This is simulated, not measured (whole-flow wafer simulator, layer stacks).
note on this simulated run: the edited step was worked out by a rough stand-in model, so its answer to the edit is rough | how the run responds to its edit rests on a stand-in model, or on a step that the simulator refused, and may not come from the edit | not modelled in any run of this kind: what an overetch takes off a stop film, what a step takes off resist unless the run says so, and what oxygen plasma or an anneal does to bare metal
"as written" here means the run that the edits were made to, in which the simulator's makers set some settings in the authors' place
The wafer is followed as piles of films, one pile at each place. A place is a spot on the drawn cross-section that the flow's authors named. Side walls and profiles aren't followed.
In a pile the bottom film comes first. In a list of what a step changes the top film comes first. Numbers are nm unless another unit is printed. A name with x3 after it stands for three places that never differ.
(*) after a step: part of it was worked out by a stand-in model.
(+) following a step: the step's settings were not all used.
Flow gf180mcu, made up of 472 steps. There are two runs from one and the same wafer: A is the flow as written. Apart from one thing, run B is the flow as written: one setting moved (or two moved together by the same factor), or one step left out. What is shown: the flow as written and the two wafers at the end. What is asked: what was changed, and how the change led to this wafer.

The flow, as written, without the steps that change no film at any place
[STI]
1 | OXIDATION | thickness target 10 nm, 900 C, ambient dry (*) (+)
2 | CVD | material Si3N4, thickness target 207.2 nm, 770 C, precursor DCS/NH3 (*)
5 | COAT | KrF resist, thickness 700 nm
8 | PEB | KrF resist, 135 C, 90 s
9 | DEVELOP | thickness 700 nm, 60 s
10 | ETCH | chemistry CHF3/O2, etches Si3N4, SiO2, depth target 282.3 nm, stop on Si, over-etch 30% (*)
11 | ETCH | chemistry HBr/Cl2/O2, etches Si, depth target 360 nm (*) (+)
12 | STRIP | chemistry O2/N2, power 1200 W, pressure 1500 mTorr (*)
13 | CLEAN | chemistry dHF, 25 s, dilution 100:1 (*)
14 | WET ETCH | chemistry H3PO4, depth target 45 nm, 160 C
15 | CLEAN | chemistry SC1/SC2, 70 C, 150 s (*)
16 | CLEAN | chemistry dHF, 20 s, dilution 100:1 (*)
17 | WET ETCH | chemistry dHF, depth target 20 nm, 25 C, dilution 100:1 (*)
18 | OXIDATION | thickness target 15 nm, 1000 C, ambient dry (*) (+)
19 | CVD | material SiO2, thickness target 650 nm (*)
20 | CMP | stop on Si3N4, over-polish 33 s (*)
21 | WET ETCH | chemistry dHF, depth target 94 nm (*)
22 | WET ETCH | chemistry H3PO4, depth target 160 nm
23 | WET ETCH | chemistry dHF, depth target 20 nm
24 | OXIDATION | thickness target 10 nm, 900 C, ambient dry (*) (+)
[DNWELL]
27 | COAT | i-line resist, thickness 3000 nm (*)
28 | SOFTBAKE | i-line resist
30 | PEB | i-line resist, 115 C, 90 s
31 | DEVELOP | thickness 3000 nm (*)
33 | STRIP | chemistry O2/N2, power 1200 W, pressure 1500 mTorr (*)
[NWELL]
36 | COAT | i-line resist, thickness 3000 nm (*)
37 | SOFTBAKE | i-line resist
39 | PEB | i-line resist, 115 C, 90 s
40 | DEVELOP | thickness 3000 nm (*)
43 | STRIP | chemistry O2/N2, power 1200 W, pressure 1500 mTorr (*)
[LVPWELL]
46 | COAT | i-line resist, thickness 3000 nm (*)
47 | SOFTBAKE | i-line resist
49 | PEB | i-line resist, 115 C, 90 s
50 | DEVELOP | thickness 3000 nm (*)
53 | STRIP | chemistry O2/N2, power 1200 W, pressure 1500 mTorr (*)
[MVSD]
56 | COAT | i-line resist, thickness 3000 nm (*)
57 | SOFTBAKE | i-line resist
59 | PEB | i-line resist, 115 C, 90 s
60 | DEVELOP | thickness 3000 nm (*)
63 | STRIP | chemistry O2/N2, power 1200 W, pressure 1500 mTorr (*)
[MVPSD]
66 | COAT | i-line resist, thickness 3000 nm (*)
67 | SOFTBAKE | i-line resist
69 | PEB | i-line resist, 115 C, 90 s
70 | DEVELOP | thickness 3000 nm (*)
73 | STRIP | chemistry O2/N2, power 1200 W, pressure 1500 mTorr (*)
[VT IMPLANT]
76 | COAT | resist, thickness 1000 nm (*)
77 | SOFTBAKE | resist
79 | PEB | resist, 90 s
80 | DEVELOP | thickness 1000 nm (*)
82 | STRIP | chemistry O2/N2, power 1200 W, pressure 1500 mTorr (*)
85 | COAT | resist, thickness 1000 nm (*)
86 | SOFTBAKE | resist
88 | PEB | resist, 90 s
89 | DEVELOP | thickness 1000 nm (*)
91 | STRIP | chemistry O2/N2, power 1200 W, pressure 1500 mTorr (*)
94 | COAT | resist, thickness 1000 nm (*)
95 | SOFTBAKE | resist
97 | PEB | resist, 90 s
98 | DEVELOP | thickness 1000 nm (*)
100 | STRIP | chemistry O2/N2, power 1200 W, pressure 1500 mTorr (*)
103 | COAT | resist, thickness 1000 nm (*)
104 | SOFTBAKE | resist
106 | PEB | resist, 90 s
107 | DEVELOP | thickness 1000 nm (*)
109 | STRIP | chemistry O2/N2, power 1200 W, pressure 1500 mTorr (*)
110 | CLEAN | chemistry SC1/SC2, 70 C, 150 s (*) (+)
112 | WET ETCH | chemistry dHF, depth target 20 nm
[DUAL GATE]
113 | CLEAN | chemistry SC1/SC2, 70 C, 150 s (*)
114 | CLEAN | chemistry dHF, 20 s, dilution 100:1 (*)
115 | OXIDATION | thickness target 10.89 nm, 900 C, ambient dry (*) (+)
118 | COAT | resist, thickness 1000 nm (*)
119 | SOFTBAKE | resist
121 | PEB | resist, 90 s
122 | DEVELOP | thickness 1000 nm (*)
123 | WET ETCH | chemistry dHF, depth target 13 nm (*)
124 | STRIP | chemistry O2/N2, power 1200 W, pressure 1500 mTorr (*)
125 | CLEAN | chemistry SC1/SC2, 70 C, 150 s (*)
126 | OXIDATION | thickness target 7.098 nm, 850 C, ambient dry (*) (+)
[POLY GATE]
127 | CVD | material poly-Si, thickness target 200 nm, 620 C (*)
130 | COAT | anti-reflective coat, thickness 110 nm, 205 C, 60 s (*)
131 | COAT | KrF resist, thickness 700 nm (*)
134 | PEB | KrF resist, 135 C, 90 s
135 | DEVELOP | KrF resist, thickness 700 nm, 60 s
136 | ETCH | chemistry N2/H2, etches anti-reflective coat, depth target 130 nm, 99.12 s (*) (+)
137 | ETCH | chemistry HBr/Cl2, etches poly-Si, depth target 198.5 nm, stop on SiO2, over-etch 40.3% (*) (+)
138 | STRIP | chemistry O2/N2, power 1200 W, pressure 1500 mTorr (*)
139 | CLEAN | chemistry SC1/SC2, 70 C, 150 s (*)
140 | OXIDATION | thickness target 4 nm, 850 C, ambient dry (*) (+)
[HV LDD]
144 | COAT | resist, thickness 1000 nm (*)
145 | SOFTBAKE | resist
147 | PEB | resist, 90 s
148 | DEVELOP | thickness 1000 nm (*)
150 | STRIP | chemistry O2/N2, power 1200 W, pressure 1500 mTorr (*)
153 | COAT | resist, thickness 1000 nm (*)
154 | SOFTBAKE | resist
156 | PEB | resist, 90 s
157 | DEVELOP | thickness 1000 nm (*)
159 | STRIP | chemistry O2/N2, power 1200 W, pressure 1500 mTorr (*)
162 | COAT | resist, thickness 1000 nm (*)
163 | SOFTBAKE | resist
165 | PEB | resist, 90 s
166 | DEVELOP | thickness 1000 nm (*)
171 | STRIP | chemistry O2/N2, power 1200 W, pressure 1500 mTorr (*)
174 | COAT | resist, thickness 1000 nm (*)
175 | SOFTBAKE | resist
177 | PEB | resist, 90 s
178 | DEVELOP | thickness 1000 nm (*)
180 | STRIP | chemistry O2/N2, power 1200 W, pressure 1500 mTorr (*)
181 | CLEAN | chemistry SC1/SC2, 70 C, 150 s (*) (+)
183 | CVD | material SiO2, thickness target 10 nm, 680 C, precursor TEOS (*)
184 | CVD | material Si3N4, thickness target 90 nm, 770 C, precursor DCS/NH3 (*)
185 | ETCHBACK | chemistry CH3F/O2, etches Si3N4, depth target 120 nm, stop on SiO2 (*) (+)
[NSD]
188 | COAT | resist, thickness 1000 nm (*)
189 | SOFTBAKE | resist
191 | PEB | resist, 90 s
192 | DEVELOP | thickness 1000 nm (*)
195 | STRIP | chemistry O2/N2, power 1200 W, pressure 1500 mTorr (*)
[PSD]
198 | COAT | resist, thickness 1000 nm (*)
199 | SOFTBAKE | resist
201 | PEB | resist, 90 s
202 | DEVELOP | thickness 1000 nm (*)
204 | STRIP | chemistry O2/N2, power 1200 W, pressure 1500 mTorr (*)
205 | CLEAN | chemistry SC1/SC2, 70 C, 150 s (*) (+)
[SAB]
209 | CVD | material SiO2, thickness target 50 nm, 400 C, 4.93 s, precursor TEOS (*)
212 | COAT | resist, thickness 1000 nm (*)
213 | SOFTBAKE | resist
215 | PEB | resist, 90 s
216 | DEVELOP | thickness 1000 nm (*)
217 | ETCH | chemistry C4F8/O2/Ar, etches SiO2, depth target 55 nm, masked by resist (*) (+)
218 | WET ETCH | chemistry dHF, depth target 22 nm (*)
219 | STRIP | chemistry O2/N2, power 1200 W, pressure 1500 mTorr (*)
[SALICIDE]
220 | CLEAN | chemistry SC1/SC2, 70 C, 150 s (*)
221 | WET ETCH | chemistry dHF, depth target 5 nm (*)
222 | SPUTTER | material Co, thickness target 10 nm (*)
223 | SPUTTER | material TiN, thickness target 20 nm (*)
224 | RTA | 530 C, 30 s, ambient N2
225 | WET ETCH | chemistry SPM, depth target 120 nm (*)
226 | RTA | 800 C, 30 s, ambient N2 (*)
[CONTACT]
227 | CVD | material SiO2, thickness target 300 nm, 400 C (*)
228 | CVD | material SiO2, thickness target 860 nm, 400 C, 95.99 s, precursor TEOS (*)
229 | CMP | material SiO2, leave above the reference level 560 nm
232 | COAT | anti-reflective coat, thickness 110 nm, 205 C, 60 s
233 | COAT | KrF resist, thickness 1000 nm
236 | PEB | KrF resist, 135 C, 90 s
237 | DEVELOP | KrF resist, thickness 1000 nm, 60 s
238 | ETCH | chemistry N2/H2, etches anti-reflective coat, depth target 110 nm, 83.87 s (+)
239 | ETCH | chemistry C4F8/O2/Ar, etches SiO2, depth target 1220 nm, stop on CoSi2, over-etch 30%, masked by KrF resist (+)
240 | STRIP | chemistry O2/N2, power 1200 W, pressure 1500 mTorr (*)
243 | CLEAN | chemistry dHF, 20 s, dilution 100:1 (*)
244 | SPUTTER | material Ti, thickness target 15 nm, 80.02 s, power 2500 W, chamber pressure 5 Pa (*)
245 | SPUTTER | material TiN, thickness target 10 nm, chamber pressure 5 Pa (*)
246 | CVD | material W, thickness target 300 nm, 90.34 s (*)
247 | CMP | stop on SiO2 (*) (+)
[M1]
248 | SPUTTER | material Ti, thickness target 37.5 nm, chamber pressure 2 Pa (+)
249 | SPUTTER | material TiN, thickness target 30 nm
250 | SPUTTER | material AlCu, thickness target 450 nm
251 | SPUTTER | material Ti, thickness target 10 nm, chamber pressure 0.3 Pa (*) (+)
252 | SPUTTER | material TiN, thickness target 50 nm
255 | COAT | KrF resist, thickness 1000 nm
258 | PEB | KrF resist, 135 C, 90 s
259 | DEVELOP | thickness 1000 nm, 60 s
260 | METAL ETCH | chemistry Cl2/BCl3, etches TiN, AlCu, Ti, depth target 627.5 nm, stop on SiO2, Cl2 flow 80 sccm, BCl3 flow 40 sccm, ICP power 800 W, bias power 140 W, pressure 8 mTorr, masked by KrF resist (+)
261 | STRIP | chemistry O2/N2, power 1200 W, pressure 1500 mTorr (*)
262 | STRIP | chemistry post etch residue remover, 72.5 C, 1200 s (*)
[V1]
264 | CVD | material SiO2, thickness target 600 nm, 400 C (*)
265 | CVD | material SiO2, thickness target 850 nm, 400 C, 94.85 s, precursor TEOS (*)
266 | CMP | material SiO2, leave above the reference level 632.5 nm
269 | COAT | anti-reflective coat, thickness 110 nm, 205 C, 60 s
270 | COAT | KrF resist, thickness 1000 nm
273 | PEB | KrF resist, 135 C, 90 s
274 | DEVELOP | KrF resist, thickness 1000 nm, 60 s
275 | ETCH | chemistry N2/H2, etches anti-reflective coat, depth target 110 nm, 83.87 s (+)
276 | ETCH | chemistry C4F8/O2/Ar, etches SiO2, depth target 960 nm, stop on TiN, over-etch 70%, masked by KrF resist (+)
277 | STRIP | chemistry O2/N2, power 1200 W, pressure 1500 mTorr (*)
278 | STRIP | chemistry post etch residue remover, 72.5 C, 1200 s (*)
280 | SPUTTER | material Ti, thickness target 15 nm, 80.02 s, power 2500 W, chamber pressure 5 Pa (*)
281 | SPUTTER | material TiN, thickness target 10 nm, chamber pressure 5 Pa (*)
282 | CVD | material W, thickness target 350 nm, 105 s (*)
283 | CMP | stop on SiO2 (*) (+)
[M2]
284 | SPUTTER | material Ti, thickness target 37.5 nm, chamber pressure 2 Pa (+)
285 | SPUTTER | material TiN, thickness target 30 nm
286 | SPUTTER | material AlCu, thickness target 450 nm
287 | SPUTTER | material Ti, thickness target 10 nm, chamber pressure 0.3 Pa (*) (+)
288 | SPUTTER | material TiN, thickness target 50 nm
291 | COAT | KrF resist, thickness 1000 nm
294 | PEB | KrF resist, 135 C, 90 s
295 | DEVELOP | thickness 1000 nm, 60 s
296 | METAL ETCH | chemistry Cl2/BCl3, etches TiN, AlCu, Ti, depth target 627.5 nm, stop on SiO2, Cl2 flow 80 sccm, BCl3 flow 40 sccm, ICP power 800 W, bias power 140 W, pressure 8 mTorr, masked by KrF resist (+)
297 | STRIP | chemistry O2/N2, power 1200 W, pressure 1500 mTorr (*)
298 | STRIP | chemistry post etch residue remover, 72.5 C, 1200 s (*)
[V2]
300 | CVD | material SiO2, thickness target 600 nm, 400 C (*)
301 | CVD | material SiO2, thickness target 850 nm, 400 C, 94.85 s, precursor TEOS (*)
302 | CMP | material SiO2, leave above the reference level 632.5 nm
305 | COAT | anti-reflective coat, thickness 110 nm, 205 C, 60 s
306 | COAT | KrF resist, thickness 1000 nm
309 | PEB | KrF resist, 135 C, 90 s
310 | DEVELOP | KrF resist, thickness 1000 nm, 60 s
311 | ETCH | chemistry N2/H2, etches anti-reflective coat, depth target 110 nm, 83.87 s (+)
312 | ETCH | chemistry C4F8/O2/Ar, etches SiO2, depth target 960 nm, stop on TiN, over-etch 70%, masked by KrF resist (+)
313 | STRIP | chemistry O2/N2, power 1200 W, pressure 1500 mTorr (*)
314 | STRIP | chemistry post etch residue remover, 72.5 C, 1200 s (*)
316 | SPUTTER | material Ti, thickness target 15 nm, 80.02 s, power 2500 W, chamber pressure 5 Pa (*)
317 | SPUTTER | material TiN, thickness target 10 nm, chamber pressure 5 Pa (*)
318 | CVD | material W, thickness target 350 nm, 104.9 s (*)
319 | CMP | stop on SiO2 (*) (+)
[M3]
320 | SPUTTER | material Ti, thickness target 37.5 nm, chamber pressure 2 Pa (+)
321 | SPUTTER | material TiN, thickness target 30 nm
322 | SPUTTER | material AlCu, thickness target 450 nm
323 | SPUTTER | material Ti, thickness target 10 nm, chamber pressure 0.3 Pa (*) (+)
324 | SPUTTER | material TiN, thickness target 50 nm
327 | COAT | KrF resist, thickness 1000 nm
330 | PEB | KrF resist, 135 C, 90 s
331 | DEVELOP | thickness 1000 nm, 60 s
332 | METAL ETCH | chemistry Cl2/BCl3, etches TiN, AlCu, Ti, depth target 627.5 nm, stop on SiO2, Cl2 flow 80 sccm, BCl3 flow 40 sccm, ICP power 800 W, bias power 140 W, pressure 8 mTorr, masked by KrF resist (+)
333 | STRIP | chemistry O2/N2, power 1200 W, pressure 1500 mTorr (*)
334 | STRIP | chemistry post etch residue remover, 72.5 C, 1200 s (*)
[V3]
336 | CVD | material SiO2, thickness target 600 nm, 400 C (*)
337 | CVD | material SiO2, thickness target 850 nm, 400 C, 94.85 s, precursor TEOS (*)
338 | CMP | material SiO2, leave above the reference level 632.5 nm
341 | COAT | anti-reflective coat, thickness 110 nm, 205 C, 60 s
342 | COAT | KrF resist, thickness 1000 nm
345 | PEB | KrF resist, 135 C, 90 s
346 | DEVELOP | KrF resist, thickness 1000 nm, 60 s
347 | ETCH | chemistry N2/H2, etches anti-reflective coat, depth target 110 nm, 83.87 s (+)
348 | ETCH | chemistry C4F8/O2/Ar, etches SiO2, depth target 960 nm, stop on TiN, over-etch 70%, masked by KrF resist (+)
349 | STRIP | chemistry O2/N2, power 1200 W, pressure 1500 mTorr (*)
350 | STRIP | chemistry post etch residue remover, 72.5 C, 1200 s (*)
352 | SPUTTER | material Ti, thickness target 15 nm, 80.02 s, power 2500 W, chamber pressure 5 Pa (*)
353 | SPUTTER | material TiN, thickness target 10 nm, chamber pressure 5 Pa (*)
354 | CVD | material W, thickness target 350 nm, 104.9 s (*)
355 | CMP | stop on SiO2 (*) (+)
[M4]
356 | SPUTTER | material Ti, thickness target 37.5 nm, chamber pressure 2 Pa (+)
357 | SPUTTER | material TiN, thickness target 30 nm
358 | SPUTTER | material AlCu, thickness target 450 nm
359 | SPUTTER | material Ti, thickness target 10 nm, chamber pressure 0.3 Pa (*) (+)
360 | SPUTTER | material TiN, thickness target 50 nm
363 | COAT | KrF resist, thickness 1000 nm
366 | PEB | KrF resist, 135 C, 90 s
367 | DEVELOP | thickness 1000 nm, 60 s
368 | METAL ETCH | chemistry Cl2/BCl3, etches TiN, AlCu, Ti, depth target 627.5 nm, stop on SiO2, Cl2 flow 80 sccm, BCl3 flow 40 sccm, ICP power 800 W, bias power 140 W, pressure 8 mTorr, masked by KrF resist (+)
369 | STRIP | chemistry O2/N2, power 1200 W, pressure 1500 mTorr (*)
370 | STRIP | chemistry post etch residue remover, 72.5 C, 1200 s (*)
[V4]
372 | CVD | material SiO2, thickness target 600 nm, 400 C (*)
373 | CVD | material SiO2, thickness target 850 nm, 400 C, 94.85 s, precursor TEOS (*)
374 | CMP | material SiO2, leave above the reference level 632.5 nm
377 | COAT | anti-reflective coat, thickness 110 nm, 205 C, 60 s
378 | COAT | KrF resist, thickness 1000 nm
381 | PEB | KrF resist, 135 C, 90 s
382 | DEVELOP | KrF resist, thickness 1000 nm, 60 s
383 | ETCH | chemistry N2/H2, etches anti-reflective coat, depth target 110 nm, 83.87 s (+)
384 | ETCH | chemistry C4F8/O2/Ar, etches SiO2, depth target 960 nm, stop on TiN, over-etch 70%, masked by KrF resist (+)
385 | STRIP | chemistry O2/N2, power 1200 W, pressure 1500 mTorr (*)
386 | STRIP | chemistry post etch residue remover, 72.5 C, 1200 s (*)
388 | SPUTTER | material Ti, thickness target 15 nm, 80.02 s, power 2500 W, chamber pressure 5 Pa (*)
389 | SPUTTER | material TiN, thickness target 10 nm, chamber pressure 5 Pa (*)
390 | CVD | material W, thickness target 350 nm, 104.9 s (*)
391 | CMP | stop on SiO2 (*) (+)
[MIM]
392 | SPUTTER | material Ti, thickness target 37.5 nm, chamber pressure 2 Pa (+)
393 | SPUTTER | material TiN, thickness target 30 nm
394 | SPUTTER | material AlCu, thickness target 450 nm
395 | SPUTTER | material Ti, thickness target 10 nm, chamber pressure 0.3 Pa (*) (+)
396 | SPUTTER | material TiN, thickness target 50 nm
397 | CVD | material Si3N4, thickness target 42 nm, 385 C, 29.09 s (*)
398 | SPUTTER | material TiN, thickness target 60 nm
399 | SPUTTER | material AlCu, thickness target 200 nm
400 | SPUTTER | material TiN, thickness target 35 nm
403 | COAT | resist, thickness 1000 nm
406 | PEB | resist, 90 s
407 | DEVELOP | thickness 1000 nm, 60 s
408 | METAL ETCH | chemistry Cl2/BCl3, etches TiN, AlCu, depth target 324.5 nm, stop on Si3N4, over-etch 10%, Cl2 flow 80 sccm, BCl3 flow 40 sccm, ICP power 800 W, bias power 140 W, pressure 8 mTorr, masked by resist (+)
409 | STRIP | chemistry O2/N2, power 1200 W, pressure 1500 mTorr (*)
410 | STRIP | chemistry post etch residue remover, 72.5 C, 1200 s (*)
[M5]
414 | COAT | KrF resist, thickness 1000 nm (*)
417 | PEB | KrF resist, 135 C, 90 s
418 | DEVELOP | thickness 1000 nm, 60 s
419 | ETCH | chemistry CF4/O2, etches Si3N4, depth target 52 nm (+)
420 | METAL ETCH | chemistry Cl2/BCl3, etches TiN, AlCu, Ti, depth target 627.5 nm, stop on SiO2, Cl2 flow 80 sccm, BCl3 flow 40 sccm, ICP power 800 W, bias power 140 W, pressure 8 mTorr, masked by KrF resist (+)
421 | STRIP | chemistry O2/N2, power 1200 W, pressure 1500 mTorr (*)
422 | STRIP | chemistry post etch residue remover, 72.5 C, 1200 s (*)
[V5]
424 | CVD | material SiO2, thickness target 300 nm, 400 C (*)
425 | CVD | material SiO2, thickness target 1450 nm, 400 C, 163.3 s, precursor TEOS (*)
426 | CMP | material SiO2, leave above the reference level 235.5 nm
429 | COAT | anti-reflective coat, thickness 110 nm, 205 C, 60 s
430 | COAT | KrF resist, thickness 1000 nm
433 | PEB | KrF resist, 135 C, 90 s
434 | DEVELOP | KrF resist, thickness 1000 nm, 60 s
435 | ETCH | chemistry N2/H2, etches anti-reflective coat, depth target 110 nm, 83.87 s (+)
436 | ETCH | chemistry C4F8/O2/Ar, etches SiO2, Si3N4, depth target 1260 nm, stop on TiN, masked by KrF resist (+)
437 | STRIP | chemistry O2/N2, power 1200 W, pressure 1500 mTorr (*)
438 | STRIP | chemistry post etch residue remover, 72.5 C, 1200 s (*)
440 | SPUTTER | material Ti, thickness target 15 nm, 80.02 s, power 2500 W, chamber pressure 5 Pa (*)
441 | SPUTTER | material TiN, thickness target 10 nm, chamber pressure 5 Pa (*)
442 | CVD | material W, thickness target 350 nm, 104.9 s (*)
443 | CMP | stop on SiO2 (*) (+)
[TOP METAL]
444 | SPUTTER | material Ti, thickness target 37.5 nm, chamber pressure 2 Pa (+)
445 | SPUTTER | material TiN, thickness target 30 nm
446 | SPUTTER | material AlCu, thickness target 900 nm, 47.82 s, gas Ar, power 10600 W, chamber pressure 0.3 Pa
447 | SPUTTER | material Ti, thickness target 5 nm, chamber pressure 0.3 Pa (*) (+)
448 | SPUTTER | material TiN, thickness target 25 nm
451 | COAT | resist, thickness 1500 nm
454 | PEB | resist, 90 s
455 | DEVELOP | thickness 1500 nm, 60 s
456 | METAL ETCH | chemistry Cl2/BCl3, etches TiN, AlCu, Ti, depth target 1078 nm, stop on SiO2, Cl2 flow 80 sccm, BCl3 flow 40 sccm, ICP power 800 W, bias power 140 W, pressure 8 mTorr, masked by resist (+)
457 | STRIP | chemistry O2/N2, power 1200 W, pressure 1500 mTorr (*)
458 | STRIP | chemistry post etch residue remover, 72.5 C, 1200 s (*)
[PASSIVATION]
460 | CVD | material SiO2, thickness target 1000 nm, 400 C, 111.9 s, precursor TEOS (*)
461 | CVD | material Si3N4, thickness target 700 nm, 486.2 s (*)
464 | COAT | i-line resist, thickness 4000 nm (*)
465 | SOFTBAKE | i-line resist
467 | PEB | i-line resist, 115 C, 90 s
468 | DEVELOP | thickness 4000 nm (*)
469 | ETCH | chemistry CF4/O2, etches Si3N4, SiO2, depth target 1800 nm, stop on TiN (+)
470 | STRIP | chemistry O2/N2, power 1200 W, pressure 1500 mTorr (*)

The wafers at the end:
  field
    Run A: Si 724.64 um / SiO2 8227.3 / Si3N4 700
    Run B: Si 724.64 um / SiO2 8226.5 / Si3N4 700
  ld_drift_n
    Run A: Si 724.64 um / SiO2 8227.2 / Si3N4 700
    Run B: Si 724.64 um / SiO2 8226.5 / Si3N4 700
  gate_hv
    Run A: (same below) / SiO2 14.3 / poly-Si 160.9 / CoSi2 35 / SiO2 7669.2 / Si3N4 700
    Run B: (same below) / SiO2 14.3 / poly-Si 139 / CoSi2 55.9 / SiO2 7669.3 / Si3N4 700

Cause: step 222, SPUTTER: thickness target 16 nm was run, while the flow as written has thickness target 10 nm.

Step by step, how the change led to this:
  222 | SPUTTER | material Co, thickness target 10 nm (*)
      field, field__w7, field__w8 and 71 more: A Co gains 10 (new film) | B Co gains 16 (new film)
      field__w6, field_sub, field_sub__w2: A Co gains 9.95 (new film) | B Co gains 15.9 (new film)
      (also at 34 further places)
  223 | SPUTTER | material TiN, thickness target 20 nm (*)
      field__w12: A TiN gains 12 (new film) | B TiN gains 12.6 (new film)
  224 | RTA | 530 C, 30 s, ambient N2
      gate, gate_hv, gate_p and 22 more: A under 1 film: CoSi gains 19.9 (new film), Co loses 10 (all of it), poly-Si loses 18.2 | B under 1 film: CoSi gains 31.8 (new film), Co loses 16 (all of it), poly-Si loses 29.1
      active, p_well, sd_n and 11 more: A under 1 film: CoSi gains 19.9 (new film), Co loses 10 (all of it), Si loses 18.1 | B under 1 film: CoSi gains 31.8 (new film), Co loses 16 (all of it), Si loses 29
      (also at 10 further places)
  225 | WET ETCH | chemistry SPM, depth target 120 nm (*)
      field, field__w7, field__w8 and 32 more: A TiN loses 20 (all of it), Co loses 10 (all of it) | B TiN loses 20 (all of it), Co loses 16 (all of it)
      field_sub, field_sub__w2: A TiN loses 19.9 (all of it), Co loses 9.95 (all of it) | B TiN loses 20 (all of it), Co loses 15.9 (all of it)
      (also at 25 further places)
  226 | RTA | 800 C, 30 s, ambient N2 (*)
      gate, gate_hv, gate_p and 22 more: A CoSi2 gains 35 (new film), CoSi loses 19.9 (all of it), poly-Si loses 18.2 | B CoSi2 gains 55.9 (new film), CoSi loses 31.8 (all of it), poly-Si loses 29.1
      active, p_well, sd_n and 11 more: A CoSi2 gains 35 (new film), CoSi loses 19.9 (all of it), Si loses 18.1 | B CoSi2 gains 55.9 (new film), CoSi loses 31.8 (all of it), Si loses 29
      (also at 10 further places)
